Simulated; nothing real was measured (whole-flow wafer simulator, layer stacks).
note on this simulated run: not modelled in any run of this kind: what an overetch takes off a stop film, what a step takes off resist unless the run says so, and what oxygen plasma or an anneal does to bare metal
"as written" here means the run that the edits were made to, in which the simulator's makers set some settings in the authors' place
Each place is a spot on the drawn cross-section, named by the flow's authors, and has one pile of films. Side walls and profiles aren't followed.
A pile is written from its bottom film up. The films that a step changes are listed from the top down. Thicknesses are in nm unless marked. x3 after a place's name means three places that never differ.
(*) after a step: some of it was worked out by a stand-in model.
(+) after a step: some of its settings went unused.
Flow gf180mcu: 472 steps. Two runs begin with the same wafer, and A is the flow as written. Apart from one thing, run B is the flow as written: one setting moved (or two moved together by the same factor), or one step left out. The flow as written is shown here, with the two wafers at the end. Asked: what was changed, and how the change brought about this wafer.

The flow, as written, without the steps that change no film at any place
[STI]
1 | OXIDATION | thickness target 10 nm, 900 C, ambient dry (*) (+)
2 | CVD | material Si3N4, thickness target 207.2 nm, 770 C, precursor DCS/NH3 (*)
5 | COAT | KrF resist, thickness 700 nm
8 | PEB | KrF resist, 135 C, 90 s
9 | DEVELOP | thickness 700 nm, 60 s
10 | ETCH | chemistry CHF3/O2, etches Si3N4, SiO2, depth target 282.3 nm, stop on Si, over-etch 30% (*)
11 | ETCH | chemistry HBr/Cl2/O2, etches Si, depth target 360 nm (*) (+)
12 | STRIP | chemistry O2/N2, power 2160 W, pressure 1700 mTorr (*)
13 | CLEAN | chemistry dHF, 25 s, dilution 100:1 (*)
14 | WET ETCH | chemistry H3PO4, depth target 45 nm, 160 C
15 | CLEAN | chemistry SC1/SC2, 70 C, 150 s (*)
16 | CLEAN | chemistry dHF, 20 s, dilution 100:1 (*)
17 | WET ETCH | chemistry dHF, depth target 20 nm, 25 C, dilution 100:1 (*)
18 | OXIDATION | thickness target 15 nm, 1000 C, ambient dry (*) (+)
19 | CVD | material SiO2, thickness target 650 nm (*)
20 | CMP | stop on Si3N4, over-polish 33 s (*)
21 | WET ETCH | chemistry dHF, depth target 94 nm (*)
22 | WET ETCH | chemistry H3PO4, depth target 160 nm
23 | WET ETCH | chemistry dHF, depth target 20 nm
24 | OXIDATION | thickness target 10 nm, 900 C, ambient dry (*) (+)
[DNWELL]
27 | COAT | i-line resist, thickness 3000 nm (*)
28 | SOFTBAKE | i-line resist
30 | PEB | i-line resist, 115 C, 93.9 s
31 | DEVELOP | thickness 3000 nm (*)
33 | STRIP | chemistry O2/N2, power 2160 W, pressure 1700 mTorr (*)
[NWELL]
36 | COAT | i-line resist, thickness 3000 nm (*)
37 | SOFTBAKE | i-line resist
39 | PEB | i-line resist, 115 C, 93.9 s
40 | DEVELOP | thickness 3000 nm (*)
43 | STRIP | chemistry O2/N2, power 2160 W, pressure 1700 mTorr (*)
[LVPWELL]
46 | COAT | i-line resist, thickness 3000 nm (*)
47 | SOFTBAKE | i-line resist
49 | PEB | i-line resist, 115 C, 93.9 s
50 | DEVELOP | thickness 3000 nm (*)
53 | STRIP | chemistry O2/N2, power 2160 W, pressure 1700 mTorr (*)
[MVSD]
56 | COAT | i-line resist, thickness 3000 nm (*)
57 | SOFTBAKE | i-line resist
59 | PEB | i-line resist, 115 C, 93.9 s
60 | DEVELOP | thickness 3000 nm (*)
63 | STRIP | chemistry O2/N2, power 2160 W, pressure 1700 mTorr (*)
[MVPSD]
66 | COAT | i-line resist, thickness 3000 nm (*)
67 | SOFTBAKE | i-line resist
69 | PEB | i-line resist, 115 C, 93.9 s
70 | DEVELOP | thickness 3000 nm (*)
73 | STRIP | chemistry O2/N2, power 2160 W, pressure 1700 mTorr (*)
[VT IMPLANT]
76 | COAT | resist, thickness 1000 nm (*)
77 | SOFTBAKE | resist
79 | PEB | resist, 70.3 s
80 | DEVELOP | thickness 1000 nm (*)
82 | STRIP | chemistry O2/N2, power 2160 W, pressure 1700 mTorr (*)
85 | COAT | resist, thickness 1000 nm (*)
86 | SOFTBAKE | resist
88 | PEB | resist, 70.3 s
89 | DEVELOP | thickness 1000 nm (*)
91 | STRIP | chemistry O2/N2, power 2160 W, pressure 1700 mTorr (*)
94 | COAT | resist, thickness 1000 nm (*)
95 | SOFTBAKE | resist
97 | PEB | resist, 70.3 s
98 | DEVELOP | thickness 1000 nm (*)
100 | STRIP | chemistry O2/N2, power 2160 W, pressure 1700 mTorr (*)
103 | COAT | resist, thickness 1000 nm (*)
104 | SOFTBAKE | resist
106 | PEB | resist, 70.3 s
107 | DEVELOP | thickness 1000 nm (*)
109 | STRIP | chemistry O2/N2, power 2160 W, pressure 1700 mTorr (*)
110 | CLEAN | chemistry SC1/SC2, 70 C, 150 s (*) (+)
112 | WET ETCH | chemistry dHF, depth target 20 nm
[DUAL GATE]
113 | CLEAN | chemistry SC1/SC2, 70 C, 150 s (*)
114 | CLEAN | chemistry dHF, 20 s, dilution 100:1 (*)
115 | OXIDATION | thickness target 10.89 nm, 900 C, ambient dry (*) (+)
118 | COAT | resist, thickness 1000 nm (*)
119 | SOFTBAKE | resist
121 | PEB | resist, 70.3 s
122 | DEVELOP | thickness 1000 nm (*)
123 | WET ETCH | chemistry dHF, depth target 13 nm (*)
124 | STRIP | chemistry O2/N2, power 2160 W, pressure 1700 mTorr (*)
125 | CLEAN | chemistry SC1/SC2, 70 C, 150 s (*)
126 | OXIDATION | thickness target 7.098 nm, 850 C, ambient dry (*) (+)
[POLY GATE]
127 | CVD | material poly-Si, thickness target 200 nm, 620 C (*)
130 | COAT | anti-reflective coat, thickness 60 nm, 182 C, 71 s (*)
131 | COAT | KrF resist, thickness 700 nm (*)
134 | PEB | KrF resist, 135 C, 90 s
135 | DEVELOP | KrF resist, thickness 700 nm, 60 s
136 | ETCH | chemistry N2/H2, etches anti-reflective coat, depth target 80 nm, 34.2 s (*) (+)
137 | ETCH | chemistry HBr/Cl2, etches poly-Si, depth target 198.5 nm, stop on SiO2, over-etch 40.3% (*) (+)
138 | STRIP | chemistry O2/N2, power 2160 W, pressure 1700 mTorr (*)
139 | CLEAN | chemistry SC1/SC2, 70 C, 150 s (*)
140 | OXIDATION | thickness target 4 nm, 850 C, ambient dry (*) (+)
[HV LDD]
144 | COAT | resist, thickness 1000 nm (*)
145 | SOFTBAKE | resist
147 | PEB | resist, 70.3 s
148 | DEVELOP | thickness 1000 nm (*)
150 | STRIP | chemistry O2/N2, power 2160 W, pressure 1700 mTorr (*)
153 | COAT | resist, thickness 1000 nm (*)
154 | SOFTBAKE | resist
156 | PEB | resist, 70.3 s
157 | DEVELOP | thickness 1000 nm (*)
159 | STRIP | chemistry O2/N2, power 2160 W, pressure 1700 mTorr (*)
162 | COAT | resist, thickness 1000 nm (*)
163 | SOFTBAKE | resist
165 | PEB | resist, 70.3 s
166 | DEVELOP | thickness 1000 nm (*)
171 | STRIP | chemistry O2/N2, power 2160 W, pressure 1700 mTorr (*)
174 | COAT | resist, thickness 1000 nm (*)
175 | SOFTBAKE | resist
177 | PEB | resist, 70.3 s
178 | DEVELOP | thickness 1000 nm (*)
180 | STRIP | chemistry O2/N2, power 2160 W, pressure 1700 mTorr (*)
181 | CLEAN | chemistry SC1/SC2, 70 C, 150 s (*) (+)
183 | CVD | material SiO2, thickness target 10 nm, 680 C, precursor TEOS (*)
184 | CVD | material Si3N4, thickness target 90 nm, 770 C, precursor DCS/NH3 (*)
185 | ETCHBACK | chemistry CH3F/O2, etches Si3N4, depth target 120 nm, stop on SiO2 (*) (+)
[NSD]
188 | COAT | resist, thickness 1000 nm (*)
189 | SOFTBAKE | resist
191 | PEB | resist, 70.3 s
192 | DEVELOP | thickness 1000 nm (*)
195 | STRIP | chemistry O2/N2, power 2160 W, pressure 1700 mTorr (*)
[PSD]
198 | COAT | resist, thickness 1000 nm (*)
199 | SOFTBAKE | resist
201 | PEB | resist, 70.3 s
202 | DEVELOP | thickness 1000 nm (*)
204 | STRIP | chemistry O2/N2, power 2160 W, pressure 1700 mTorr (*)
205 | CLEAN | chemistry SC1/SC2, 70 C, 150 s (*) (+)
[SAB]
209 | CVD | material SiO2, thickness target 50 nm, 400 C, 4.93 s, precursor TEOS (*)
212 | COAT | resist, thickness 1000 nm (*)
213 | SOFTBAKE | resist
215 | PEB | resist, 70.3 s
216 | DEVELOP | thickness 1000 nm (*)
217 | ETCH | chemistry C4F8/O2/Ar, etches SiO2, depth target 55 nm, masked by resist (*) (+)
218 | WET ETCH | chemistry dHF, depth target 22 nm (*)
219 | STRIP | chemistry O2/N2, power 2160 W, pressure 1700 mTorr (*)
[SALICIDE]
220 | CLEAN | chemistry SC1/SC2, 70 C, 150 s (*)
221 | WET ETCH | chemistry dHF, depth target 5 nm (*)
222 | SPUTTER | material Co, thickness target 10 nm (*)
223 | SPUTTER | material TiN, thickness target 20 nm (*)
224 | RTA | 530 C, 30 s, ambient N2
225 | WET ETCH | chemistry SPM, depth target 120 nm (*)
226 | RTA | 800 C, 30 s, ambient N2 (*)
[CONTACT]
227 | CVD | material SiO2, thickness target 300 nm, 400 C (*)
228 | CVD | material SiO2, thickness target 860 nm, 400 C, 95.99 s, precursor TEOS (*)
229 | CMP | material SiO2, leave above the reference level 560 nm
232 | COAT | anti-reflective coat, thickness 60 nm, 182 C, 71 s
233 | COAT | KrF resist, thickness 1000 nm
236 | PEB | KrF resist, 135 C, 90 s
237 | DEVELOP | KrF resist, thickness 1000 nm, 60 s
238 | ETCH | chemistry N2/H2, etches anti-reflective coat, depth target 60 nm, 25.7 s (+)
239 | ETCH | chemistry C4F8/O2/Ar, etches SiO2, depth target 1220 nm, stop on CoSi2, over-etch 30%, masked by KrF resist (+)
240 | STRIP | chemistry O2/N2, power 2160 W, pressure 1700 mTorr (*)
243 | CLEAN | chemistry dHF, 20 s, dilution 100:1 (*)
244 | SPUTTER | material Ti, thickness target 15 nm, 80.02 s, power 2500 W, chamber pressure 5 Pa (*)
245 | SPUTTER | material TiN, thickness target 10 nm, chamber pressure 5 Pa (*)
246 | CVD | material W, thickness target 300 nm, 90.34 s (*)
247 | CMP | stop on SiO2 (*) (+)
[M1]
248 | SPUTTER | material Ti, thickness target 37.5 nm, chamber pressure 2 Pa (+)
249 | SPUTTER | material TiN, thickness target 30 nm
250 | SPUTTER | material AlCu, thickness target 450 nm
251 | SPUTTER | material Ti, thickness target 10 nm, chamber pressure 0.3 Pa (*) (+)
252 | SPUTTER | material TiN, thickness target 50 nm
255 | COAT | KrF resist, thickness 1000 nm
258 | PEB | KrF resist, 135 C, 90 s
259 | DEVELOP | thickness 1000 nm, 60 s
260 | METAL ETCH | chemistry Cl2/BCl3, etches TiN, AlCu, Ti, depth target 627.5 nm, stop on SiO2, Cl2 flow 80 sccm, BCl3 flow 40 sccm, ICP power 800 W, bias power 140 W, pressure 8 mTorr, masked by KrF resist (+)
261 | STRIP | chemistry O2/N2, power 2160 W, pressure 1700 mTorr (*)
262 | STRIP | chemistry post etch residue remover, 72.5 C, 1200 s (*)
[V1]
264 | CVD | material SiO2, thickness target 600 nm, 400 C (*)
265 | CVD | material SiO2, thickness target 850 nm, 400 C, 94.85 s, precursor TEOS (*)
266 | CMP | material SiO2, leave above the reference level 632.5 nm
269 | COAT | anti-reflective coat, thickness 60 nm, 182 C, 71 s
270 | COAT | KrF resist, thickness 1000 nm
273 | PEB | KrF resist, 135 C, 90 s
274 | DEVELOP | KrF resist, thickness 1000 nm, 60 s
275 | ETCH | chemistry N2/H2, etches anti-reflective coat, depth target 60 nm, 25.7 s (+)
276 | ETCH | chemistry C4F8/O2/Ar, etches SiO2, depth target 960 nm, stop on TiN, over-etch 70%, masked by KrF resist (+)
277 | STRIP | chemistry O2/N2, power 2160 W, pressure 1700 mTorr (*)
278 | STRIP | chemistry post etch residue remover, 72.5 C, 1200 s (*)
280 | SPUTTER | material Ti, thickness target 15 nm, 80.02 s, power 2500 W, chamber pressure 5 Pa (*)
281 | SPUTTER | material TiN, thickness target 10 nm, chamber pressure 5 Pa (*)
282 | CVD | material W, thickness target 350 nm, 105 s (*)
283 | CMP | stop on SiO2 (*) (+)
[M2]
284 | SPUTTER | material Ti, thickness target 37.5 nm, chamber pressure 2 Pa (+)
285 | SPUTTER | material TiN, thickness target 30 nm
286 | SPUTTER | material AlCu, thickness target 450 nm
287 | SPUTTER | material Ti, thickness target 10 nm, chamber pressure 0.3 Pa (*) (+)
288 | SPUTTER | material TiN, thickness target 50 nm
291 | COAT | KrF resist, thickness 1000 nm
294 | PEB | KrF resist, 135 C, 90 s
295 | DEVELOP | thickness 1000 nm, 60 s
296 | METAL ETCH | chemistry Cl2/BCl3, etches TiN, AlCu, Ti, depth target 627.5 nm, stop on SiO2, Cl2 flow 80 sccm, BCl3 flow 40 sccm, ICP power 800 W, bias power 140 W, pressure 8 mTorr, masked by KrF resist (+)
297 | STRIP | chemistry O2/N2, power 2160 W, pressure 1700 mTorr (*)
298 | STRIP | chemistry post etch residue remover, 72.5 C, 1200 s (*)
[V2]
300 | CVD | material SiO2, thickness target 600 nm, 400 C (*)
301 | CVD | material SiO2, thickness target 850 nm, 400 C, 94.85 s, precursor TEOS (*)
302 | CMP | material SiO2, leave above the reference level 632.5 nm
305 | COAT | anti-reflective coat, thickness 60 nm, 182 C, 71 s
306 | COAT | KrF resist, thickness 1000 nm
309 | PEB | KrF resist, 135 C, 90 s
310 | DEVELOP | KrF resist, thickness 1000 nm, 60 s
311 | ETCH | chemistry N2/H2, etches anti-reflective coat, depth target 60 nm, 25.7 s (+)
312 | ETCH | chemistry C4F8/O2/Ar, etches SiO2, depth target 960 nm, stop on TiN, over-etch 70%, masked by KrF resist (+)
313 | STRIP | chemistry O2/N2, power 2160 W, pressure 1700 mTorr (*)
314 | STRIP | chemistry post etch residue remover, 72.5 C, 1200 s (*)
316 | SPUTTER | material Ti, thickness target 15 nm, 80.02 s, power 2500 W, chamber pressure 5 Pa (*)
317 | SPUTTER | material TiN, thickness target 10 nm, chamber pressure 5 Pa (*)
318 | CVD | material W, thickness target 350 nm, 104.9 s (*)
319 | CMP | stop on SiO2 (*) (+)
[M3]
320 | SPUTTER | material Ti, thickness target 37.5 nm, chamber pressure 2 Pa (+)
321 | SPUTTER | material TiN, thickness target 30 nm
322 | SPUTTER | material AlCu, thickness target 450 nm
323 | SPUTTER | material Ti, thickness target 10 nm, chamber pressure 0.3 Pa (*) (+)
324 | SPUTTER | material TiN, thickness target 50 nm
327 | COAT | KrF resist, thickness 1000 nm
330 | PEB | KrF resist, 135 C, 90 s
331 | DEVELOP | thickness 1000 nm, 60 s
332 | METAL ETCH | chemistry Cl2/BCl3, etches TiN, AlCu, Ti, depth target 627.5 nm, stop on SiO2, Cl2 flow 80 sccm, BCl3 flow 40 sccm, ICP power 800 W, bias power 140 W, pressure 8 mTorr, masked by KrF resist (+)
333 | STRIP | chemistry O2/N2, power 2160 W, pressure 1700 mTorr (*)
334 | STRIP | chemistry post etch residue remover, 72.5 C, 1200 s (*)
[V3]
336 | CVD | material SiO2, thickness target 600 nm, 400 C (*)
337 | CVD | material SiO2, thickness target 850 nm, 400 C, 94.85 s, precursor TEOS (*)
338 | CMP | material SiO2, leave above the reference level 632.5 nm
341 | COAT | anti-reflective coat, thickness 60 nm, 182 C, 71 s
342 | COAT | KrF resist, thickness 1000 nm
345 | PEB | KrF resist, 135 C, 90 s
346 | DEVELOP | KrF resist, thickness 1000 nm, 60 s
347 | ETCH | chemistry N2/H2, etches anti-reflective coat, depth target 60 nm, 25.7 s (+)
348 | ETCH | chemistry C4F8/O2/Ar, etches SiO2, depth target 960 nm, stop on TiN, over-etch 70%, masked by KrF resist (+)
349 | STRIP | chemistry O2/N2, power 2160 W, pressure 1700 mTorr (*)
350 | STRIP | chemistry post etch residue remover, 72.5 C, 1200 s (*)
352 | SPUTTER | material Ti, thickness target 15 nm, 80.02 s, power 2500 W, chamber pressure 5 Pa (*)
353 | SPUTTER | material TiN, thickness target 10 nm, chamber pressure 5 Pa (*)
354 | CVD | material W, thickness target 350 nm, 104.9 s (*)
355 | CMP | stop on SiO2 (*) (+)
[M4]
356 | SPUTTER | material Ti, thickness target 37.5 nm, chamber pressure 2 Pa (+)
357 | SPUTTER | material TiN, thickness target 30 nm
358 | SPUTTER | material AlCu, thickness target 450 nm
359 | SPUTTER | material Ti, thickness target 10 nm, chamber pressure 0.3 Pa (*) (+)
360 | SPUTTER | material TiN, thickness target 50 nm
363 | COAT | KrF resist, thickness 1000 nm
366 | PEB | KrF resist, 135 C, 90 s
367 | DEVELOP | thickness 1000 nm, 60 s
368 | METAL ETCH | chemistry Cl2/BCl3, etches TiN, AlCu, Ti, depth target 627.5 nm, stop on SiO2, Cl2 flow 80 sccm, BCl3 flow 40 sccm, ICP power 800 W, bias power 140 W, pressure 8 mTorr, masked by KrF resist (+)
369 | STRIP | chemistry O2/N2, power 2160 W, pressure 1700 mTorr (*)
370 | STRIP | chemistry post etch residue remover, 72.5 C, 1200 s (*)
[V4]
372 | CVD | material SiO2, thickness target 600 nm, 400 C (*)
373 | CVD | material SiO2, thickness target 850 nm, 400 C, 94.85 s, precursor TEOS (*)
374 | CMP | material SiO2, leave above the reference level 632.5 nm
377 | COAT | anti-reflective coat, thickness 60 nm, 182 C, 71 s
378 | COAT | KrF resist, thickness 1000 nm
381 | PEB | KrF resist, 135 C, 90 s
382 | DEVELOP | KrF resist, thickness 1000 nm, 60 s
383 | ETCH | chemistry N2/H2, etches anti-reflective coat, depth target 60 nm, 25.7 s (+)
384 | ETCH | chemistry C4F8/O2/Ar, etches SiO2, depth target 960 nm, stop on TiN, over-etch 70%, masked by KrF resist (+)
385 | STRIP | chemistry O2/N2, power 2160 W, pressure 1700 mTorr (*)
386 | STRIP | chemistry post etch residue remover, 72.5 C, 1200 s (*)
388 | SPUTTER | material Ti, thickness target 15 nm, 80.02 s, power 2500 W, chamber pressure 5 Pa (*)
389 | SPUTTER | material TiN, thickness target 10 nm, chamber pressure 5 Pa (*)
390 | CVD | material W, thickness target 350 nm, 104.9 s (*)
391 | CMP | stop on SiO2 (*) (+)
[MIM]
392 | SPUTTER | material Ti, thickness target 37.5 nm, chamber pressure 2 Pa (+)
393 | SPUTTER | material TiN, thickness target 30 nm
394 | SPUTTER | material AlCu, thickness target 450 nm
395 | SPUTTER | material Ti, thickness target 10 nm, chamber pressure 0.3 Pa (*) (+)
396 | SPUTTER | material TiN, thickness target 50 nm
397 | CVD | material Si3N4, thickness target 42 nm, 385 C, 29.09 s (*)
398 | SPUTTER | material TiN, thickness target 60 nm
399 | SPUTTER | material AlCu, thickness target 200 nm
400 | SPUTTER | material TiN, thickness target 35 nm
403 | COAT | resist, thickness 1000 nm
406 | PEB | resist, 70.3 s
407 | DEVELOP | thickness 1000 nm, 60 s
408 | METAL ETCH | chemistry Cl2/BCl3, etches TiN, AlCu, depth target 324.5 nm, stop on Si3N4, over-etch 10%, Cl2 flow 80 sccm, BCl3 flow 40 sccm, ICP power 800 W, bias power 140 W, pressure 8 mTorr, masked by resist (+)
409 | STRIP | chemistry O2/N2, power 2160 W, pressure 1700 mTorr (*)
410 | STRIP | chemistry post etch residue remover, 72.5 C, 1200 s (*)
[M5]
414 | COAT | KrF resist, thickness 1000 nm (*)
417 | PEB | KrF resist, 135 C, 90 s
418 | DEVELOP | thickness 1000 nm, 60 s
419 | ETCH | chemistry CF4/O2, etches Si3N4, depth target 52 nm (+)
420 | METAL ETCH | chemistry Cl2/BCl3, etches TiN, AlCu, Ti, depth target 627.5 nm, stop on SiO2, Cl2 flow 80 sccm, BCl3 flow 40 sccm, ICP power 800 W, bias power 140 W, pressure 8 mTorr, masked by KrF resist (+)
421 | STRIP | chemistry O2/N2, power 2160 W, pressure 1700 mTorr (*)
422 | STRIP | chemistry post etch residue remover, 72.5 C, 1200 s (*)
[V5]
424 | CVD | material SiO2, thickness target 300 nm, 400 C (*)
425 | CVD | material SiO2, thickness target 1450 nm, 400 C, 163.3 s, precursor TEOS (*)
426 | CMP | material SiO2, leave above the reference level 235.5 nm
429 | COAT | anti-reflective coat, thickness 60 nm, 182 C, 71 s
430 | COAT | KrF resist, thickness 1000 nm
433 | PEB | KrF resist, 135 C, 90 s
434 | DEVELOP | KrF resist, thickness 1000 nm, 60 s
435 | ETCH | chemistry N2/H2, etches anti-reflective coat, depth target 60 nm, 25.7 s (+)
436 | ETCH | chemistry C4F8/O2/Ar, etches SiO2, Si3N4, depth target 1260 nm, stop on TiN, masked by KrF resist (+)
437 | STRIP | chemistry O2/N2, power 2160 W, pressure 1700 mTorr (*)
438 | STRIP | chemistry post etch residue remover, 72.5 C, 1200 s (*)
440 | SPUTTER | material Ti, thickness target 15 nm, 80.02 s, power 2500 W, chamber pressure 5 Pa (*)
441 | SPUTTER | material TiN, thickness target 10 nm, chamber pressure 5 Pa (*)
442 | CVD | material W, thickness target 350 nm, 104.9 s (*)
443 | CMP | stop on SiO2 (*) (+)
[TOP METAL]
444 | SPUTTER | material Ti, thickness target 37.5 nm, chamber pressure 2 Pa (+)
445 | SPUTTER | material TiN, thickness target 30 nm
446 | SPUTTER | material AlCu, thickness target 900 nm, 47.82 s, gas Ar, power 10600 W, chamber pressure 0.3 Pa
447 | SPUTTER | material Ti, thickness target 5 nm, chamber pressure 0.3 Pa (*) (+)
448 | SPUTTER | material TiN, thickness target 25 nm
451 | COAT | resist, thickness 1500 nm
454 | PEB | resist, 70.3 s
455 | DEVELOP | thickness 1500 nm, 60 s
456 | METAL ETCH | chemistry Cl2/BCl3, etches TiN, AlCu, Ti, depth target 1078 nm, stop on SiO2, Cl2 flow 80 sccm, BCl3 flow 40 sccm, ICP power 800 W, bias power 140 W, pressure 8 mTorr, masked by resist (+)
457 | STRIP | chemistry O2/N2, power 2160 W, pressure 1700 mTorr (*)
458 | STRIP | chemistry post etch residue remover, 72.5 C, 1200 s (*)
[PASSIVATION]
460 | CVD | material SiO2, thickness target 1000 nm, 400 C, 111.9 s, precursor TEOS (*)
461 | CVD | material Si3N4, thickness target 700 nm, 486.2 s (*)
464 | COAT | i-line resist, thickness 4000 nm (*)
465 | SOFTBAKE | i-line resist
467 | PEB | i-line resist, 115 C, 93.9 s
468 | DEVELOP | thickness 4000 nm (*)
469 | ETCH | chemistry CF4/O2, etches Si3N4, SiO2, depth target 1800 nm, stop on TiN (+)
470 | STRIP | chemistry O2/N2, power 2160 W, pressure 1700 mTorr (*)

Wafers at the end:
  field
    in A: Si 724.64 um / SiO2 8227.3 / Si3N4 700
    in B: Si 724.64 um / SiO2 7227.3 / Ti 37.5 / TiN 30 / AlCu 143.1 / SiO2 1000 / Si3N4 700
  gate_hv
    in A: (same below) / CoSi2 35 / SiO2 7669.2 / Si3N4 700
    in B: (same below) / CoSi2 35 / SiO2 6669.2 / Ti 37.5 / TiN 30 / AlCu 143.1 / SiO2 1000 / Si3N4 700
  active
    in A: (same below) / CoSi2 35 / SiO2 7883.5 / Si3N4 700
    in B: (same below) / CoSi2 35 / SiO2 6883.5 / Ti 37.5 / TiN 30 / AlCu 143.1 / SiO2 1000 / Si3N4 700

What caused this: step 456, METAL ETCH: depth target 781.2 nm was run, whereas the flow has depth target 1078 nm.

Step by step, how the change led to this:
  456 | METAL ETCH | chemistry Cl2/BCl3, etches TiN, AlCu, Ti, depth target 1078 nm, stop on SiO2, Cl2 flow 80 sccm, BCl3 flow 40 sccm, ICP power 800 W, bias power 140 W, pressure 8 mTorr, masked by resist (+)
      field, field__w1, field__w2 and 103 more: A -25 TiN (all of it), -5 Ti (all of it), -900 AlCu (all of it), -30 TiN (all of it), -37.5 Ti (all of it) | B -25 TiN (all of it), -5 Ti (all of it), -751.2 AlCu
      field__w8, contact, m1, m1__w1, pad, m1_nw: A -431 resist | B -312.5 resist
  457 | STRIP | chemistry O2/N2, power 2160 W, pressure 1700 mTorr (*)
      field__w8, contact, m1, m1__w1, pad, m1_nw: A -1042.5 resist (all of it) | B -1161 resist (all of it)
  458 | STRIP | chemistry post etch residue remover, 72.5 C, 1200 s (*)
      field, field__w1, field__w2 and 103 more: A nothing | B -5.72 AlCu
  460 | CVD | material SiO2, thickness target 1000 nm, 400 C, 111.9 s, precursor TEOS (*)
      field, field__w1, field__w2 and 103 more: A +1000 SiO2 | B +1000 SiO2 (new film)
  464 | COAT | i-line resist, thickness 4000 nm (*)
      field__w8: A +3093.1 i-line resist (new film) | B +3279.9 i-line resist (new film)
      contact: A +3153.6 i-line resist (new film) | B +3321.1 i-line resist (new film)
      (and at 4 other places as well)
  465 | SOFTBAKE | i-line resist
      gate: A +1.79 i-line resist | B -0.11 i-line resist
      field__w11, field__w13: A +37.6 i-line resist | B +26.8 i-line resist
      (and at 66 other places as well)
  467 | PEB | i-line resist, 115 C, 93.9 s
      field__w8, m1__w1: A -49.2 i-line resist | B -53 i-line resist
      contact, m1: A -49.6 i-line resist | B -53.3 i-line resist
      (and at 2 other places as well)
  468 | DEVELOP | thickness 4000 nm (*)
      pad: A -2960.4 i-line resist (all of it) | B -3165.5 i-line resist (all of it)
  470 | STRIP | chemistry O2/N2, power 2160 W, pressure 1700 mTorr (*)
      field__w8, m1__w1: A -1775.9 i-line resist (all of it) | B -1977.8 i-line resist (all of it)
      contact: A -1798.3 i-line resist (all of it) | B -1993.2 i-line resist (all of it)
      (and at 2 other places as well)
Taking metal films that touch as one body, field has 1 body; the flow as written gives 0 bodies.
Taking metal films that touch as one body, gate_hv has 2 bodies (between them, from the top down: SiO2 6669.2); the flow as written gives 1 body.
Taking metal films that touch as one body, active has 2 bodies (between them, from the top down: SiO2 6883.5); the flow as written gives 1 body.
